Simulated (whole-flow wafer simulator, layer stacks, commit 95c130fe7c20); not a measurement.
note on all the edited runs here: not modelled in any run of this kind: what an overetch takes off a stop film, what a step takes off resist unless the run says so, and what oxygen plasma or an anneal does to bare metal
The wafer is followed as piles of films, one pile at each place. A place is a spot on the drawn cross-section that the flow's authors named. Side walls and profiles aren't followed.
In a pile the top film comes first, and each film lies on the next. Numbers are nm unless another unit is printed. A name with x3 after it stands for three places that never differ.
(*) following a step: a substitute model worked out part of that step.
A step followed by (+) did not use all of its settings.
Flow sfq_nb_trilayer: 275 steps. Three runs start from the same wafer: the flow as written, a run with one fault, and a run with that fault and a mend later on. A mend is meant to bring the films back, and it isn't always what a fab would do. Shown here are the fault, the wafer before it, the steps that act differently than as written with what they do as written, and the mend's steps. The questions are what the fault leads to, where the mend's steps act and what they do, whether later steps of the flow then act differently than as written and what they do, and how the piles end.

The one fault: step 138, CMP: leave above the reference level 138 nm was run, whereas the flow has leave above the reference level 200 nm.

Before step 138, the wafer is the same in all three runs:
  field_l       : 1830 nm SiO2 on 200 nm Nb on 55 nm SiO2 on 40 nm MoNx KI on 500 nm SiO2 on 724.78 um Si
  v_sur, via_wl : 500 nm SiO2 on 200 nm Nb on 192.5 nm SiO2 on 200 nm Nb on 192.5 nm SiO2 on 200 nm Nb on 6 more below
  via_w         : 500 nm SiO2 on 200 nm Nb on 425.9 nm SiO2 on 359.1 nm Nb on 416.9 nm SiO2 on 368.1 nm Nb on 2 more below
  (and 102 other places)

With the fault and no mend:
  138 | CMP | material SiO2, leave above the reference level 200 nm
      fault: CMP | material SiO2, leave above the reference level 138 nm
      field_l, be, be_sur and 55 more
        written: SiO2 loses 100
        fault: SiO2 loses 162
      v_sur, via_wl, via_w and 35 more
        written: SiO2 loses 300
        fault: SiO2 loses 362
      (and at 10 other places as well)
  Later steps of the flow acting differently than as written (not shown: 5 more steps that differ only slightly, by at most 2% or 0.5 nm, whichever is larger):
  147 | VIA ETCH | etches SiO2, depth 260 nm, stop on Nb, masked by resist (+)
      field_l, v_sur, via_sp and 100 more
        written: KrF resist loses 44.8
        fault: KrF resist loses 35.6
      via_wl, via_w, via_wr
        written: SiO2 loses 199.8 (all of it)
        fault: SiO2 loses 137.8 (all of it)
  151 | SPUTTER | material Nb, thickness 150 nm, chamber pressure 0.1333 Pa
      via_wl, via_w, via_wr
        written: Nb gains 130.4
        fault: Nb gains 137.6
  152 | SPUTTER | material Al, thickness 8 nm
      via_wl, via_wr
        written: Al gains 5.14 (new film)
        fault: Al gains 5.9 (new film)
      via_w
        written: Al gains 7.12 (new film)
        fault: Al gains 7.74 (new film)
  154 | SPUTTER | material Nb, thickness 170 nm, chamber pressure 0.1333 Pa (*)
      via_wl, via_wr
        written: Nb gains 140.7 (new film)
        fault: Nb gains 120.8 (new film)
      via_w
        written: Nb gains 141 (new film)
        fault: Nb gains 164.6 (new film)
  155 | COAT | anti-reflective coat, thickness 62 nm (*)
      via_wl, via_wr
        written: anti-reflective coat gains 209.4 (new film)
        fault: anti-reflective coat gains 197 (new film)
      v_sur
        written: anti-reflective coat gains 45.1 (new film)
        fault: anti-reflective coat gains 48 (new film)
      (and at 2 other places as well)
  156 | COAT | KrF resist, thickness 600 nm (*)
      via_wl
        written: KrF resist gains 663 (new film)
        fault: KrF resist gains 640.7 (new film)
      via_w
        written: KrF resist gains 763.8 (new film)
        fault: KrF resist gains 693.9 (new film)
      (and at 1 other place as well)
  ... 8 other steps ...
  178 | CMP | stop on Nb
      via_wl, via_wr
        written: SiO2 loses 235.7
        fault: SiO2 loses 304.7
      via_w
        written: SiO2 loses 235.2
        fault: SiO2 loses 304.3
  By the end, the piles at field_l, v_sur, via_wl and 102 more depart from the flow's by more than 2% or 0.5 nm, whichever is larger.
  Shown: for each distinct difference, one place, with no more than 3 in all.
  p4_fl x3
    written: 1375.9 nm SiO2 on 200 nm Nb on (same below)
    fault: 1313.9 nm SiO2 on 200 nm Nb on (same below)
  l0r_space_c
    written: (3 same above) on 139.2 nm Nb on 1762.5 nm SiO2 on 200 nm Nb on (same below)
    fault: (3 same above) on 139.2 nm Nb on 1700.5 nm SiO2 on 200 nm Nb on (same below)
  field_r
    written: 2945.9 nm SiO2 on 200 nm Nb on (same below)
    fault: 2883.9 nm SiO2 on 200 nm Nb on (same below)

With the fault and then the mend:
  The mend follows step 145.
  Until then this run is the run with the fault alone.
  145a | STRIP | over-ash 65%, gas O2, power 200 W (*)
      field_l, v_sur, via_sp and 100 more
        KrF resist loses 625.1 (all of it), anti-reflective coat loses 62 (all of it)
      via_wl, via_w, via_wr
        anti-reflective coat loses 62 (all of it)
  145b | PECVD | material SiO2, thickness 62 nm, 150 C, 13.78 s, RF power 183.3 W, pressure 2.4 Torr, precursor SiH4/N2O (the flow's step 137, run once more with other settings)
      field_l, v_sur, via_wl and 103 more
        SiO2 gains 62
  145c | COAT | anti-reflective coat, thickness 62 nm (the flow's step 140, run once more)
      field_l, v_sur, via_wl and 103 more
        anti-reflective coat gains 62 (new film)
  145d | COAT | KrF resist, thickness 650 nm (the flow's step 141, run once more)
      field_l, v_sur, via_wl and 103 more
        KrF resist gains 650 (new film)
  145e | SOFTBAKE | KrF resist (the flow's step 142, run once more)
      leaves every film unchanged at each place that is followed
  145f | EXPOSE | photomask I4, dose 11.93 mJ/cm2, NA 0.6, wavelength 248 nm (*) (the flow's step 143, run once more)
      leaves every film unchanged at each place that is followed
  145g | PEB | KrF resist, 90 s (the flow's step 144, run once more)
      field_l, v_sur, via_wl and 103 more
        KrF resist loses 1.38
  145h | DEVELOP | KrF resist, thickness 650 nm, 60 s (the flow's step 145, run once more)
      field_l, v_sur, via_sp and 100 more
        KrF resist loses 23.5
      via_wl, via_w, via_wr
        KrF resist loses 648.6 (all of it)
  Every later step of the flow that is run acts as written, at every place that is followed, to within 2% or 0.5 nm, whichever is larger.
  The piles end the same as the flow's at every place that both follow.
